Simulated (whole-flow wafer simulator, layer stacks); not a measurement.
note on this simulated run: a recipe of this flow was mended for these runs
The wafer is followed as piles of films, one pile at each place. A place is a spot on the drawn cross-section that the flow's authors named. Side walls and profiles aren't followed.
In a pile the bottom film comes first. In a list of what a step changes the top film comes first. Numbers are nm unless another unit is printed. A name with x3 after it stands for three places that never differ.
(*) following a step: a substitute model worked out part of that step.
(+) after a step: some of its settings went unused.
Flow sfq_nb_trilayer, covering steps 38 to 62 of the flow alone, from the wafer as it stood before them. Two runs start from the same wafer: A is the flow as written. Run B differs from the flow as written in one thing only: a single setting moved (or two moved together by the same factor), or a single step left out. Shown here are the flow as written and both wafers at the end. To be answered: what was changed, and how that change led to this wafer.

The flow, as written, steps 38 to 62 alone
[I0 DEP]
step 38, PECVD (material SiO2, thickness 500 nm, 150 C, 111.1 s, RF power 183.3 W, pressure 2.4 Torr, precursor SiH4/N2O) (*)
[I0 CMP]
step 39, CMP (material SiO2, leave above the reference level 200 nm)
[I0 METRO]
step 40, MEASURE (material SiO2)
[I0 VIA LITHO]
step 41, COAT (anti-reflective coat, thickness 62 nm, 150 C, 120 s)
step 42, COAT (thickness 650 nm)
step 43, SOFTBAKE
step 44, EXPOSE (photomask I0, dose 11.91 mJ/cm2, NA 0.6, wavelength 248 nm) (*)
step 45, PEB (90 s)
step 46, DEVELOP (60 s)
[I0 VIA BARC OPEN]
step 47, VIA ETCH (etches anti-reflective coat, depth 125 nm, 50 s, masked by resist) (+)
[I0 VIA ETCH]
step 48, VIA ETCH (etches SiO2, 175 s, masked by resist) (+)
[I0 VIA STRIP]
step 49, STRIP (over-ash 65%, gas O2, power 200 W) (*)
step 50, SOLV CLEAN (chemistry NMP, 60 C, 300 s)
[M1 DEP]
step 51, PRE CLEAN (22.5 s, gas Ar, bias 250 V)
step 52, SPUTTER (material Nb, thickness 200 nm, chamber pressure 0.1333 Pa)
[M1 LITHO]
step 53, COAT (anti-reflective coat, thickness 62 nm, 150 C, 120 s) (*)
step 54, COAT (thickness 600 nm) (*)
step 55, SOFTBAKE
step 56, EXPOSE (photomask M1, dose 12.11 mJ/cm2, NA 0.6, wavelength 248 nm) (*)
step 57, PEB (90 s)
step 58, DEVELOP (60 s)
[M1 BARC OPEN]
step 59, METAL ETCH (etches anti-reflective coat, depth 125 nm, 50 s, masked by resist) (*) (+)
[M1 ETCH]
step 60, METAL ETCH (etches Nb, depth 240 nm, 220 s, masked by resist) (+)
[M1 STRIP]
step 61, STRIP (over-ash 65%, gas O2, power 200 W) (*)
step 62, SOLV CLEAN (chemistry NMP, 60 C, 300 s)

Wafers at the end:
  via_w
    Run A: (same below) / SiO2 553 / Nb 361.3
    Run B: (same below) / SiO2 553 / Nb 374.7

Cause: step 48, VIA ETCH: 130 s was run, though the flow has 175 s.

How this came from the change, step by step:
  step 48, VIA ETCH (etches SiO2, 175 s, masked by resist) (+)
      via_w: A -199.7 SiO2 (all of it), -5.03 Nb | B -193.1 SiO2
      field_l, v_sur, via_wl and 102 more: A -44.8 KrF-resist-other-grade | B -33.3 KrF-resist-other-grade
  step 49, STRIP (over-ash 65%, gas O2, power 200 W) (*)
      field_l, v_sur, via_wl and 102 more: A -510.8 KrF-resist-other-grade (all of it), -62 anti-reflective coat (all of it) | B -522.4 KrF-resist-other-grade (all of it), -62 anti-reflective coat (all of it)
  step 51, PRE CLEAN (22.5 s, gas Ar, bias 250 V)
      via_w: A -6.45 Nb | B -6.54 SiO2 (all of it), -0.93 Nb
